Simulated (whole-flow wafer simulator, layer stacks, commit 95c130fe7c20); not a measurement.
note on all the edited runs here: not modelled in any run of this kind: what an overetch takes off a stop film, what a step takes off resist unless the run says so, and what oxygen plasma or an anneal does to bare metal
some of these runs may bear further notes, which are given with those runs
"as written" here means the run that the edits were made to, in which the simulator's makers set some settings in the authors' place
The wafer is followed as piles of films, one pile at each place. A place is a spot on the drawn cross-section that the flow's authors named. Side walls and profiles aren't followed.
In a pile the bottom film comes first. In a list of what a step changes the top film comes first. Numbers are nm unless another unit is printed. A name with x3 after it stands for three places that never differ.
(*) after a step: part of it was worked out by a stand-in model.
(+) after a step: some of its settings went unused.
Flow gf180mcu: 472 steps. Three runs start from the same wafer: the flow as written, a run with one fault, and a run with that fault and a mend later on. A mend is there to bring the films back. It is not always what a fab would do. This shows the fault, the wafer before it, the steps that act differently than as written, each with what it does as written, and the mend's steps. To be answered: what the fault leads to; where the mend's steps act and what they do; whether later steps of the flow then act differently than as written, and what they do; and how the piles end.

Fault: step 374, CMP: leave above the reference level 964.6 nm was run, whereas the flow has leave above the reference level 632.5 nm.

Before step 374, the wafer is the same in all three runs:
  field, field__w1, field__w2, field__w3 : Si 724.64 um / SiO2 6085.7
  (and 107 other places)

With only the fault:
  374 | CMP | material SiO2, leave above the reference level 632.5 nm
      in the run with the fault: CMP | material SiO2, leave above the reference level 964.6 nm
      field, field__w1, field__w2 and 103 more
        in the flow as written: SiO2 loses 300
        in the run with the fault: nothing
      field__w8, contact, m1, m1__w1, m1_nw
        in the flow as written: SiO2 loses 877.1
        in the run with the fault: SiO2 loses 545
  Steps later in the flow that act otherwise than as written (8 other steps are not shown; they differ only slightly, by no more than 2% or 0.5 nm, whichever is larger):
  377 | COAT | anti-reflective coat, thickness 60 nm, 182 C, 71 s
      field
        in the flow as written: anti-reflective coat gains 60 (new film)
        in the run with the fault: anti-reflective coat gains 72.7 (new film)
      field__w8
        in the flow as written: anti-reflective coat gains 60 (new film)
        in the run with the fault: anti-reflective coat gains 41.7 (new film)
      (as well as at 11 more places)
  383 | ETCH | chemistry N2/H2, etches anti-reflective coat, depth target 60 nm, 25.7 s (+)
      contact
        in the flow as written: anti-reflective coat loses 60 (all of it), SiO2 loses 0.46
        in the run with the fault: anti-reflective coat loses 42.4 (all of it), SiO2 loses 0.91
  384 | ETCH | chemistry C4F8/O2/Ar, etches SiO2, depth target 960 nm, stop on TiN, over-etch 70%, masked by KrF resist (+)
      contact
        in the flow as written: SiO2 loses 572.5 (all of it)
        in the run with the fault: SiO2 loses 904.1 (all of it)
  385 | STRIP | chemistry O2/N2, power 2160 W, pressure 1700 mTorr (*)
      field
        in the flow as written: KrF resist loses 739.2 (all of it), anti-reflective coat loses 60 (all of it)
        in the run with the fault: KrF resist loses 732.7 (all of it), anti-reflective coat loses 72.7 (all of it)
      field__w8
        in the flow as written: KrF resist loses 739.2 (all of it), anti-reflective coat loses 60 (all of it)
        in the run with the fault: KrF resist loses 736.2 (all of it), anti-reflective coat loses 41.7 (all of it)
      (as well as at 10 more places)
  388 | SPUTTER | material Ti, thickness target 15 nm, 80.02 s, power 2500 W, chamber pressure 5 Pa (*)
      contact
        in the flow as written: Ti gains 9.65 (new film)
        in the run with the fault: Ti gains 8.11 (new film)
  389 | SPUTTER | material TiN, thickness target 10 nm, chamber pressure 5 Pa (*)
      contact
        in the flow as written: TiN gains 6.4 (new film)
        in the run with the fault: TiN gains 5.38 (new film)
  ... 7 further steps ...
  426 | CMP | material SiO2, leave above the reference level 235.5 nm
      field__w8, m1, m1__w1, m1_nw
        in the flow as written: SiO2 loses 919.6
        in the run with the fault: SiO2 loses 950.4
  At field, field__w1, field__w2 and 109 more, the piles at the end differ from the flow's by more than 2% or 0.5 nm, whichever is larger.
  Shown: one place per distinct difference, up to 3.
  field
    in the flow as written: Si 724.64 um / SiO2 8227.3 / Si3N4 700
    in the run with the fault: Si 724.64 um / SiO2 8527.3 / Si3N4 700
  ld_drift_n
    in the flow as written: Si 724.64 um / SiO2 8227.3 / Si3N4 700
    in the run with the fault: Si 724.64 um / SiO2 8527.2 / Si3N4 700
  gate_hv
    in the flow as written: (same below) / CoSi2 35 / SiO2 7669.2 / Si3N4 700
    in the run with the fault: (same below) / CoSi2 35 / SiO2 7969.1 / Si3N4 700

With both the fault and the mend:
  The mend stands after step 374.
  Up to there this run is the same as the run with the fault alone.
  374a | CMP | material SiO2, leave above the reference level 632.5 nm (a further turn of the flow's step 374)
      field, field__w1, field__w2 and 103 more
        SiO2 loses 300
      field__w8, contact, m1, m1__w1, m1_nw
        SiO2 loses 332.1
  Later steps of the flow that are run all act as written at every place that is followed.
  At every place that both follow, the piles at the end match the flow's.
